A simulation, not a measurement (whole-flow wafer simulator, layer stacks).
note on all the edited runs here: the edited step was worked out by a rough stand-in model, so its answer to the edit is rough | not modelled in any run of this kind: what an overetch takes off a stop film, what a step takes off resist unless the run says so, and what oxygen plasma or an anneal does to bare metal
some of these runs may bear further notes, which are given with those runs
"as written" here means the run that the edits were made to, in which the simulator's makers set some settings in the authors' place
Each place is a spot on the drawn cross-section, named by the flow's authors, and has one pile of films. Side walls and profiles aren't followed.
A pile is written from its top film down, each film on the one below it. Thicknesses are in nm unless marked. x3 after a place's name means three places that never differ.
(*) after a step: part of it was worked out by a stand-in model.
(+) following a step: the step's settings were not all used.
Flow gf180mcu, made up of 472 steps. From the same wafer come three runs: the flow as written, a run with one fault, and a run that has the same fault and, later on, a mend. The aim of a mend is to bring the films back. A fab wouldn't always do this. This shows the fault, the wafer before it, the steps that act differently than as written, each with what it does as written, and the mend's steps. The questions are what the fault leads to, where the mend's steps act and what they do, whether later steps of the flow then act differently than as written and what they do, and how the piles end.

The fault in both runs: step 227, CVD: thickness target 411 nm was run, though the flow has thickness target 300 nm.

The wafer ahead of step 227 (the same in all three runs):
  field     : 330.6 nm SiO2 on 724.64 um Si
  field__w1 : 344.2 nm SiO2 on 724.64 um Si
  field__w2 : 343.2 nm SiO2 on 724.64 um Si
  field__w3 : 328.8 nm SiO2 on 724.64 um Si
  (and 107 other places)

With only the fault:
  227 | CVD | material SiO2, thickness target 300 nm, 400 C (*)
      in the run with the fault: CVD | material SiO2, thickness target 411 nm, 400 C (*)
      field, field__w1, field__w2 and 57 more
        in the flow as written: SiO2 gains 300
        in the run with the fault: SiO2 gains 411
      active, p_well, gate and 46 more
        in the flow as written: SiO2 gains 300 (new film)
        in the run with the fault: SiO2 gains 411 (new film)
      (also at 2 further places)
  Steps further on in the flow that do not act as written (2 more steps, not shown, differ only slightly: by at most 2% or 0.5 nm, whichever is larger):
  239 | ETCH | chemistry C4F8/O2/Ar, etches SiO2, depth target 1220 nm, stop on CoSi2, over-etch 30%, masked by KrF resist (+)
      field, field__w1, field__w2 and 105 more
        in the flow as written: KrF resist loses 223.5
        in the run with the fault: KrF resist loses 244
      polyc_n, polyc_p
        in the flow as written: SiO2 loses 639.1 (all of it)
        in the run with the fault: SiO2 loses 750.1 (all of it)
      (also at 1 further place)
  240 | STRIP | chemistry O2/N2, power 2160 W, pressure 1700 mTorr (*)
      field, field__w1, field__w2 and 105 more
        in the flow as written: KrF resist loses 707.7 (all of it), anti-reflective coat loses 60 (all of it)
        in the run with the fault: KrF resist loses 687.2 (all of it), anti-reflective coat loses 60 (all of it)
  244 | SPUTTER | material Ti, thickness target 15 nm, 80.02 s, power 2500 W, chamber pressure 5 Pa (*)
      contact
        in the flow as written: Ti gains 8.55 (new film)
        in the run with the fault: Ti gains 8.01 (new film)
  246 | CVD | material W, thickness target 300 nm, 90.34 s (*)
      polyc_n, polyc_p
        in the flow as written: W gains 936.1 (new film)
        in the run with the fault: W gains 1047.1 (new film)
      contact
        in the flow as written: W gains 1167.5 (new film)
        in the run with the fault: W gains 1279.4 (new film)
  By the end, the piles at field__w8, contact, m1 and 6 more depart from the flow's by more than 2% or 0.5 nm, whichever is larger.
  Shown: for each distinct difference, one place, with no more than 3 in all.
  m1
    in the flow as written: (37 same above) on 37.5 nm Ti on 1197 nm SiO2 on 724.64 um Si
    in the run with the fault: (37 same above) on 37.5 nm Ti on 1308 nm SiO2 on 724.64 um Si
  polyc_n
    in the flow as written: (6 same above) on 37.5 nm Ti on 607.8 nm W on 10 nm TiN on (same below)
    in the run with the fault: (6 same above) on 37.5 nm Ti on 718.8 nm W on 10 nm TiN on (same below)
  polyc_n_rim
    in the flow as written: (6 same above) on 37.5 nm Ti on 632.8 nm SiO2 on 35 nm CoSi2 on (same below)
    in the run with the fault: (6 same above) on 37.5 nm Ti on 743.8 nm SiO2 on 35 nm CoSi2 on (same below)

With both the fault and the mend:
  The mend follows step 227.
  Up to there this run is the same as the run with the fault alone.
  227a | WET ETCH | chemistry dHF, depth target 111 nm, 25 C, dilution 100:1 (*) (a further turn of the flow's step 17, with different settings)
      field, field__w1, field__w2 and 108 more
        SiO2 loses 111
  Later steps of the flow that are run all act as written at every place that is followed, up to a difference of at most 2% or 0.5 nm, whichever is larger.
  At every place that both follow, the piles at the end match the flow's.
